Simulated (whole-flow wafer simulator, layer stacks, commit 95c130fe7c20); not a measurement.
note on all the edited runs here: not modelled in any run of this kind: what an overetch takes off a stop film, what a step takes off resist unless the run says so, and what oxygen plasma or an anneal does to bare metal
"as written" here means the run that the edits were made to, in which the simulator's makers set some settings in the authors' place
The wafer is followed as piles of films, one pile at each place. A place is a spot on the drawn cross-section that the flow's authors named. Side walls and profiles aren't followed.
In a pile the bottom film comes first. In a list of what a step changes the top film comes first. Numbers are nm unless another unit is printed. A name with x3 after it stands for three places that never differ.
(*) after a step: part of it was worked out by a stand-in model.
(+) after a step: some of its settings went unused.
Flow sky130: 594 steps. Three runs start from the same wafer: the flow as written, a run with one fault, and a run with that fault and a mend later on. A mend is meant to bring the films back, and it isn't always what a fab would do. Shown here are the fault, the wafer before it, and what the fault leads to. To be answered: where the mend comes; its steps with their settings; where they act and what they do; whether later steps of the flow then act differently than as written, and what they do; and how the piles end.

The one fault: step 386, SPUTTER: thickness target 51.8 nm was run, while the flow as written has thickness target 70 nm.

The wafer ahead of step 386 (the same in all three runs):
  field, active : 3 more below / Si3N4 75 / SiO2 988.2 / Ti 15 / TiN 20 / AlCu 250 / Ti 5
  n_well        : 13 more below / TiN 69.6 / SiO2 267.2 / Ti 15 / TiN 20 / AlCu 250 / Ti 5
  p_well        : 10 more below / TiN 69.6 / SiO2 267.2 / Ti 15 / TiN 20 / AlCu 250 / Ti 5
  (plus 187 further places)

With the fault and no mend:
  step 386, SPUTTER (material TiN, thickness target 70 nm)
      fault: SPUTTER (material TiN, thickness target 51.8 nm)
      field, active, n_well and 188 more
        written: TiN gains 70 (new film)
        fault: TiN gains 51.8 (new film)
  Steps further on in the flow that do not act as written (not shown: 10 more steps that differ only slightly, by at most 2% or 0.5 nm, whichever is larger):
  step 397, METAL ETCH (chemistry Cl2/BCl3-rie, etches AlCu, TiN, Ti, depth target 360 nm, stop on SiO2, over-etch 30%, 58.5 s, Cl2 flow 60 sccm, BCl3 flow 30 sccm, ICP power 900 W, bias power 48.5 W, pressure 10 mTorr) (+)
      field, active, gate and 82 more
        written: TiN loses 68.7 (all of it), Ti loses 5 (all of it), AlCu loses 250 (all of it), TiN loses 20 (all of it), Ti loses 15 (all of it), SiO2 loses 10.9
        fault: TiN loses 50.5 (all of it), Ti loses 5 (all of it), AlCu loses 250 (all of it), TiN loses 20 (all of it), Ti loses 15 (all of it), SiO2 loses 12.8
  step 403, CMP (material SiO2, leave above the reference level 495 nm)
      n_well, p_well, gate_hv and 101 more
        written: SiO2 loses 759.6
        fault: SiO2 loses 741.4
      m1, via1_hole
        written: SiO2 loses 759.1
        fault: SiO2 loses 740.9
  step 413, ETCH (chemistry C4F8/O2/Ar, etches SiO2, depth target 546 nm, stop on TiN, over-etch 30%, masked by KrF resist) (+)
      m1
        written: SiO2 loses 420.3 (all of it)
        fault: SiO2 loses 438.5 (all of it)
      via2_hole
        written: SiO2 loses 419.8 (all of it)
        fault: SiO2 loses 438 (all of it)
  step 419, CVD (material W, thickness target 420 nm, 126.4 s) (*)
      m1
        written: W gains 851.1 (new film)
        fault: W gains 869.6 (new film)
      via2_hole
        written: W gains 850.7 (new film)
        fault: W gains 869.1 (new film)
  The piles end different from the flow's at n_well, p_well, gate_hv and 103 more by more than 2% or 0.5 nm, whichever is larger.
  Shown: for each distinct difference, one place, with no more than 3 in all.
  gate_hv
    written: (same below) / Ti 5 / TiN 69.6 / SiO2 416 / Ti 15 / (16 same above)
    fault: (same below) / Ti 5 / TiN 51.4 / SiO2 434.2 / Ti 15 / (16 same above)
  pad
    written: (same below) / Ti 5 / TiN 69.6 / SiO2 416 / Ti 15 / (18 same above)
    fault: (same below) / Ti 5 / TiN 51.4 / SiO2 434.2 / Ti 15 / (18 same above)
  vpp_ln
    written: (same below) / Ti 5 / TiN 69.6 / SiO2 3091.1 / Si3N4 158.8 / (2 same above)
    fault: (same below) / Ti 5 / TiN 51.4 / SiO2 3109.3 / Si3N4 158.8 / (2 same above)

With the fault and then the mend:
  After step 386 comes the mend.
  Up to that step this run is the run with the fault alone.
  step 386a, SPUTTER (material TiN, thickness target 18.2 nm) (the flow's step 386, run once more with other settings)
      field, active, n_well and 188 more
        TiN gains 18.2
  Every later step of the flow that is run acts as written at every place that is followed.
  By the end, the piles equal the flow's at every place that both follow.
